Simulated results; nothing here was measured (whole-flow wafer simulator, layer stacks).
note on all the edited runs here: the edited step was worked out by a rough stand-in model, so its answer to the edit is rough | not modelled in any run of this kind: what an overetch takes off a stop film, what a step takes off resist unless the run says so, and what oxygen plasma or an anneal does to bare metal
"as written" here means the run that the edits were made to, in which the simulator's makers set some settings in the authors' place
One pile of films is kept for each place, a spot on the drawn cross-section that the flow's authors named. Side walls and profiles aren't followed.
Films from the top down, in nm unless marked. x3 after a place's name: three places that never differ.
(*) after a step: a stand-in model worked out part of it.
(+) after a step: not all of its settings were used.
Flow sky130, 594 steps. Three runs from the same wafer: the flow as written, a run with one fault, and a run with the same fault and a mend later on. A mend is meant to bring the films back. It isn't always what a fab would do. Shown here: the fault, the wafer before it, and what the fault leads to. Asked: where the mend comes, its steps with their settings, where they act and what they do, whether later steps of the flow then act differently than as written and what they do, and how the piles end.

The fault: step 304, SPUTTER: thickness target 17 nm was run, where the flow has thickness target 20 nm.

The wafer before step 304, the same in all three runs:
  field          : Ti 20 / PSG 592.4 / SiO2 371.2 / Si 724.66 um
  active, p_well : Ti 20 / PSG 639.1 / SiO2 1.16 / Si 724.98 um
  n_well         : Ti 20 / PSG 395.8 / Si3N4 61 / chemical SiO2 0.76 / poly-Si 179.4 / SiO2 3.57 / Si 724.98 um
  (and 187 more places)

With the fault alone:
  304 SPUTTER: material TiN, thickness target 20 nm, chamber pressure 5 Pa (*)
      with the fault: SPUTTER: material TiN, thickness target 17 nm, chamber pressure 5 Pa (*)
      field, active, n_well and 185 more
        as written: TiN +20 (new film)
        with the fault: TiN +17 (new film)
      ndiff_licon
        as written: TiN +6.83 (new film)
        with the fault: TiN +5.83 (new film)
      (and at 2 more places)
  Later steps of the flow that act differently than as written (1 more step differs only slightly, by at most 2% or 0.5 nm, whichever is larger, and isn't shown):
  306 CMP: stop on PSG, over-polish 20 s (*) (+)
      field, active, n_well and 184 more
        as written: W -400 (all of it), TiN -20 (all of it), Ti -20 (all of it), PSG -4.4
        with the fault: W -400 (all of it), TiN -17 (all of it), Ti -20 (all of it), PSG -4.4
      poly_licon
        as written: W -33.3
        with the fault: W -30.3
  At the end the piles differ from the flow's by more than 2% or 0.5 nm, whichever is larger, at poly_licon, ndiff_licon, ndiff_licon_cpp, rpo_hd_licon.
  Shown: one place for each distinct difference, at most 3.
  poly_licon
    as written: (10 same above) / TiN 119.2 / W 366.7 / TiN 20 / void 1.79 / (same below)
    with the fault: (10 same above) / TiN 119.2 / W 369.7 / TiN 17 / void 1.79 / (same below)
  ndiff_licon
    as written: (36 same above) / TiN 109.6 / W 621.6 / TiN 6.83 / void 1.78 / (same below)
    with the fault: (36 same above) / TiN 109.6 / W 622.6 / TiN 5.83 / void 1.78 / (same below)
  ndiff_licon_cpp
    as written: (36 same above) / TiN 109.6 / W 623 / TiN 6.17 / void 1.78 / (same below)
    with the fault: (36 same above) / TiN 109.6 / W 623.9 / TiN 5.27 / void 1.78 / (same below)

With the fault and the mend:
  The mend comes after step 304.
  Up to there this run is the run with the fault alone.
  304a SPUTTER: material TiN, thickness target 3 nm, chamber pressure 5 Pa (*) (the flow's step 304 once more, with other settings)
      field, active, n_well and 185 more
        TiN +3
      ndiff_licon
        TiN +1
      ndiff_licon_cpp
        TiN +0.9
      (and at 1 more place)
  No later step of the flow acts differently than as written, at any place that is followed, by more than 2% or 0.5 nm, whichever is larger.
  At the end the piles differ from the flow's only slightly at the places that both follow, by at most 2% or 0.5 nm, whichever is larger.
